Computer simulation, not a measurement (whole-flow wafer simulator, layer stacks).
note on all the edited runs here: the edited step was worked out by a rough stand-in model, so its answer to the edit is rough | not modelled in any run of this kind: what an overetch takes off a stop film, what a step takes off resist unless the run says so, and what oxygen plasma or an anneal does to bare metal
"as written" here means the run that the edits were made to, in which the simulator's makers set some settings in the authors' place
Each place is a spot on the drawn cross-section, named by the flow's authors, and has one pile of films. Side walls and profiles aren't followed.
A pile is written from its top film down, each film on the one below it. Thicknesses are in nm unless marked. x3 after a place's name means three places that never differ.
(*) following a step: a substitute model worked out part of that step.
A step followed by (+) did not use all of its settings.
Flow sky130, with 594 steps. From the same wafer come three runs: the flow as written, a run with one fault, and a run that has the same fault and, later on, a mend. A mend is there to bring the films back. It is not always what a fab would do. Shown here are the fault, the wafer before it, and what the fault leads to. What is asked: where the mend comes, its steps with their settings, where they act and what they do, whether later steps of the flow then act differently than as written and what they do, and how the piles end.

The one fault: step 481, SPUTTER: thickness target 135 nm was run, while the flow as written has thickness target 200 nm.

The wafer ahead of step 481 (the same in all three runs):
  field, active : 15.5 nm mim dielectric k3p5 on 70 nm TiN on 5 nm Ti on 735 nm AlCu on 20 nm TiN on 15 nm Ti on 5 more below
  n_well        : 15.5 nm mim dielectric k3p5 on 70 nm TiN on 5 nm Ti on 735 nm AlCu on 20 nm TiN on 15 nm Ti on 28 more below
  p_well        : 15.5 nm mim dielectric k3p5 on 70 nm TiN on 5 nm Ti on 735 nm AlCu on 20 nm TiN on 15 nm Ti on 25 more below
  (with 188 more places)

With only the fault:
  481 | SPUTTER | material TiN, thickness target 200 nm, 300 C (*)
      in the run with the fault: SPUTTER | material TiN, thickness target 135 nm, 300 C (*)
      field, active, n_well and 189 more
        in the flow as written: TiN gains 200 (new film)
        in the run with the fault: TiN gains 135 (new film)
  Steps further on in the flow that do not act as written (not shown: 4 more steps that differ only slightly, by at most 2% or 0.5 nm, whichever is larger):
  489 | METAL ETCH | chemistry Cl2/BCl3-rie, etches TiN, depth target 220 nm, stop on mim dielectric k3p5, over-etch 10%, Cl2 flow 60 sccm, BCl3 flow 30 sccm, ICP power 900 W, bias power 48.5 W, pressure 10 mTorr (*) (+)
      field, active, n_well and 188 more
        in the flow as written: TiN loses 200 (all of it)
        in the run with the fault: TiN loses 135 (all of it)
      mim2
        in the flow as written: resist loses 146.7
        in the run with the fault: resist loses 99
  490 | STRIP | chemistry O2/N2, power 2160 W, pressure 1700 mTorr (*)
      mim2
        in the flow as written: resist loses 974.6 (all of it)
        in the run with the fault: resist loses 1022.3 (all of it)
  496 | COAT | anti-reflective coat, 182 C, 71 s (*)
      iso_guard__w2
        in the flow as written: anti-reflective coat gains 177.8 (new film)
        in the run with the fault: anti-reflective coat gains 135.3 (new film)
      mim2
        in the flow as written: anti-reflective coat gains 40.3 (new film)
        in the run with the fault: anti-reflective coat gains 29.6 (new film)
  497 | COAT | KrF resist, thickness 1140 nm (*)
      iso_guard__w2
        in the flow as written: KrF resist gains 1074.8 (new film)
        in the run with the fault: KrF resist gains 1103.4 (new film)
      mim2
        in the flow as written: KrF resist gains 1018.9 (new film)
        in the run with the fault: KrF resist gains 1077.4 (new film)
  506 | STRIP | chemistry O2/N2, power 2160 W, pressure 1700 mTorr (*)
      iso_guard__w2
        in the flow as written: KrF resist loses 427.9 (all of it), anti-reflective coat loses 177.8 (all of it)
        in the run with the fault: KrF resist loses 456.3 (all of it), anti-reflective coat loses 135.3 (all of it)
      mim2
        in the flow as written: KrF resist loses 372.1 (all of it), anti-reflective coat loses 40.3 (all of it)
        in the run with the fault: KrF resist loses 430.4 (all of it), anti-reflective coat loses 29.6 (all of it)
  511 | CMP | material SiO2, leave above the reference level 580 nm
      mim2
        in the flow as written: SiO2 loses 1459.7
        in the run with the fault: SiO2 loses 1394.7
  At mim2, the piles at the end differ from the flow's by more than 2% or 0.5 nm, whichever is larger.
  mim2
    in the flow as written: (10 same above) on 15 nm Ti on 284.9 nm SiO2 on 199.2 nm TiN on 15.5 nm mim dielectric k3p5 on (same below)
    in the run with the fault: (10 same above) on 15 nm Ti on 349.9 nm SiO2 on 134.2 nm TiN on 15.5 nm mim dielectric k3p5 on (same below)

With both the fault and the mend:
  The mend follows step 488.
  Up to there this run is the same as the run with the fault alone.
  488a | STRIP | chemistry O2/N2, power 2160 W, pressure 1700 mTorr (*)
      mim2
        resist loses 1121.3 (all of it)
  488b | SPUTTER | material TiN, thickness target 65 nm, 300 C (*) (the flow's step 481 again, with other settings)
      field, active, n_well and 189 more
        TiN gains 65
  488c | HMDS | 120 C, 60 s (the flow's step 483 again)
      does not change any film at any place that is followed
  488d | COAT | resist, thickness 1140 nm (the flow's step 484 again)
      field, active, n_well and 187 more
        resist gains 1140 (new film)
      m1, via3_hole
        resist gains 1140.6 (new film)
  488e | SOFTBAKE | resist (the flow's step 485 again)
      does not change any film at any place that is followed
  488f | EXPOSE | photomask CAP2M, dose 177.7 mJ/cm2, NA 0.6, wavelength 365 nm (*) (the flow's step 486 again)
      does not change any film at any place that is followed
  488g | PEB | resist, 70.3 s (the flow's step 487 again)
      field, active, n_well and 189 more
        resist loses 18.7
  488h | DEVELOP | resist, thickness 1140 nm, developer TMAH-0.26N, 60 s (the flow's step 488 again)
      field, active, n_well and 186 more
        resist loses 1121.3 (all of it)
      m1, via3_hole
        resist loses 1121.9 (all of it)
  Every later step of the flow that is run acts as written at every place that is followed.
  By the end, the piles equal the flow's at every place that both follow.
